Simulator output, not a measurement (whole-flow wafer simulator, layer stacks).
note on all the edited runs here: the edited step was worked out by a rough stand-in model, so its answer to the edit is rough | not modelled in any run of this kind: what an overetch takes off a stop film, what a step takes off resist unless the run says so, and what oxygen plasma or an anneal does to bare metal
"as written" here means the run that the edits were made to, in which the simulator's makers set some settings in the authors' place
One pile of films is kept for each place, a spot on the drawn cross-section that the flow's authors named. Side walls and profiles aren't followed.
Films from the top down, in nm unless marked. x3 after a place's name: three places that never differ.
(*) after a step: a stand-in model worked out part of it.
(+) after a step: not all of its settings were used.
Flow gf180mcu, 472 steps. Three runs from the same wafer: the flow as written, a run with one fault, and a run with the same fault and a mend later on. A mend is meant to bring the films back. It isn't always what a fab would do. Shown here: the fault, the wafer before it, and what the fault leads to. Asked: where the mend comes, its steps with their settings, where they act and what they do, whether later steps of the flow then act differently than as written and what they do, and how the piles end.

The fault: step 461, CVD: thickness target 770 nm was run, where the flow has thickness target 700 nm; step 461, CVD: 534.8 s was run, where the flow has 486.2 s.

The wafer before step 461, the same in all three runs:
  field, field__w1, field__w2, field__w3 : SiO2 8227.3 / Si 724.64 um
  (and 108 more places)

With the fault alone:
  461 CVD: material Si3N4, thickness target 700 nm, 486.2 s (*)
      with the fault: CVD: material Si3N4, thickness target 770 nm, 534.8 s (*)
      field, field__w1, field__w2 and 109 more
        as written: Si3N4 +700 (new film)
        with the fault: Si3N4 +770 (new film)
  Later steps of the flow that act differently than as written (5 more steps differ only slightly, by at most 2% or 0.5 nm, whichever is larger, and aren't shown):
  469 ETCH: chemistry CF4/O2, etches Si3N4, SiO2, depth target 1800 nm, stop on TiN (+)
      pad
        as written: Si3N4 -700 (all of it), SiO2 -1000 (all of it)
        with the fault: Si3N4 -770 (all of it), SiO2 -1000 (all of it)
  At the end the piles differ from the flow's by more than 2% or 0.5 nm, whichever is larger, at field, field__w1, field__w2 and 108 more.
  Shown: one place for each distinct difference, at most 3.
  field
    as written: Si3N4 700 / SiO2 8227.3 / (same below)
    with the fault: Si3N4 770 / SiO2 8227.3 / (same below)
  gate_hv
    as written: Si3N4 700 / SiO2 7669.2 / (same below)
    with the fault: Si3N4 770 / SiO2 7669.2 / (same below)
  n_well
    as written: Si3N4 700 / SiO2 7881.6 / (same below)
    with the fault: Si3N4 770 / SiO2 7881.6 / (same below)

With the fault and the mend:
  The mend comes after step 468.
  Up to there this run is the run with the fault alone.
  469 ETCH: chemistry CF4/O2, etches Si3N4, SiO2, depth target 1870 nm, stop on TiN (+) (the flow's step 469, which as written has depth target 1800 nm)
      field, field__w1, field__w2 and 108 more
        i-line resist -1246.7
      pad
        Si3N4 -770 (all of it), SiO2 -1000 (all of it)
  Later steps of the flow that act differently than as written:
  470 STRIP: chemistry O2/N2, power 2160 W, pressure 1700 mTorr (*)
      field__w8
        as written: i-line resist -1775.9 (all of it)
        with the mend: i-line resist -1729.2 (all of it)
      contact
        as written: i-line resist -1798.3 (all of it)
        with the mend: i-line resist -1752.1 (all of it)
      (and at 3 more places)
  At the end the piles differ from the flow's by more than 2% or 0.5 nm, whichever is larger, at field, field__w1, field__w2 and 108 more.
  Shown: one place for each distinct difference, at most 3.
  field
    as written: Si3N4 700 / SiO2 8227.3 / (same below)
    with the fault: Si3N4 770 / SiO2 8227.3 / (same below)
    with the mend: Si3N4 770 / SiO2 8227.3 / (same below)
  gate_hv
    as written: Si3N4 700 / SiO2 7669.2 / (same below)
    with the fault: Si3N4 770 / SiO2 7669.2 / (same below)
    with the mend: Si3N4 770 / SiO2 7669.2 / (same below)
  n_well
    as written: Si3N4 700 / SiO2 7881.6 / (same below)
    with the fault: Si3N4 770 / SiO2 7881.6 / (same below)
    with the mend: Si3N4 770 / SiO2 7881.6 / (same below)
